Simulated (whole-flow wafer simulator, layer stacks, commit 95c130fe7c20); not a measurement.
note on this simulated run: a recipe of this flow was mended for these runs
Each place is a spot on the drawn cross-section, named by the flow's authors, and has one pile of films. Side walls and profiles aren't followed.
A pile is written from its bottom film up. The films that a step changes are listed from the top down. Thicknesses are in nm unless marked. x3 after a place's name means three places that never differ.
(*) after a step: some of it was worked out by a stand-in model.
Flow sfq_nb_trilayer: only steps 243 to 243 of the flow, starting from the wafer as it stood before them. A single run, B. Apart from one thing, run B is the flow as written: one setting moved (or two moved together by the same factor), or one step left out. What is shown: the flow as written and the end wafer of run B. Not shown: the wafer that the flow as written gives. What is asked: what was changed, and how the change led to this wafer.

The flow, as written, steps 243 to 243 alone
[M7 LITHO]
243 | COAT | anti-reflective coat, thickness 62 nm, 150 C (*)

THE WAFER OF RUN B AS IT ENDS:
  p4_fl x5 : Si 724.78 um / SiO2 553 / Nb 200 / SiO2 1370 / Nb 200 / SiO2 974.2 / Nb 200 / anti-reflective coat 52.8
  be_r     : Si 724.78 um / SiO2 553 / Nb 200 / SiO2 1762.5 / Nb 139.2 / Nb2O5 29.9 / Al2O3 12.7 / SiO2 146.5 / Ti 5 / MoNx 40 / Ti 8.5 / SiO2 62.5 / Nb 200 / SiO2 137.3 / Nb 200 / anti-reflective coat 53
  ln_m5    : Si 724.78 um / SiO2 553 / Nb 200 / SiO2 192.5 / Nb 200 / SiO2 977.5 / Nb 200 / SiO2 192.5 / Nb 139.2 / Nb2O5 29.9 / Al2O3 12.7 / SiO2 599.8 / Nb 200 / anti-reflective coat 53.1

What caused this: step 243, COAT: thickness 52.8 nm was run, though the flow has thickness 62 nm.
The wafer lets one read it off: p4_fl x5 has anti-reflective coat 52.8, and step 243 as written asks for 62 nm.

How this came from the change, step by step:
  243 | COAT | anti-reflective coat, thickness 62 nm, 150 C (*)
      p4_fl x5, p4_w1 x9, p3_s0 x15 and 48 more: anti-reflective coat gains 52.8 (new film) (as written it would have been: anti-reflective coat gains 62 (new film))
      be_r, r_sur, res, r_end, moat, field_r: anti-reflective coat gains 53 (new film) (as written it would have been: anti-reflective coat gains 62.2 (new film))
      (as well as at 23 more places)
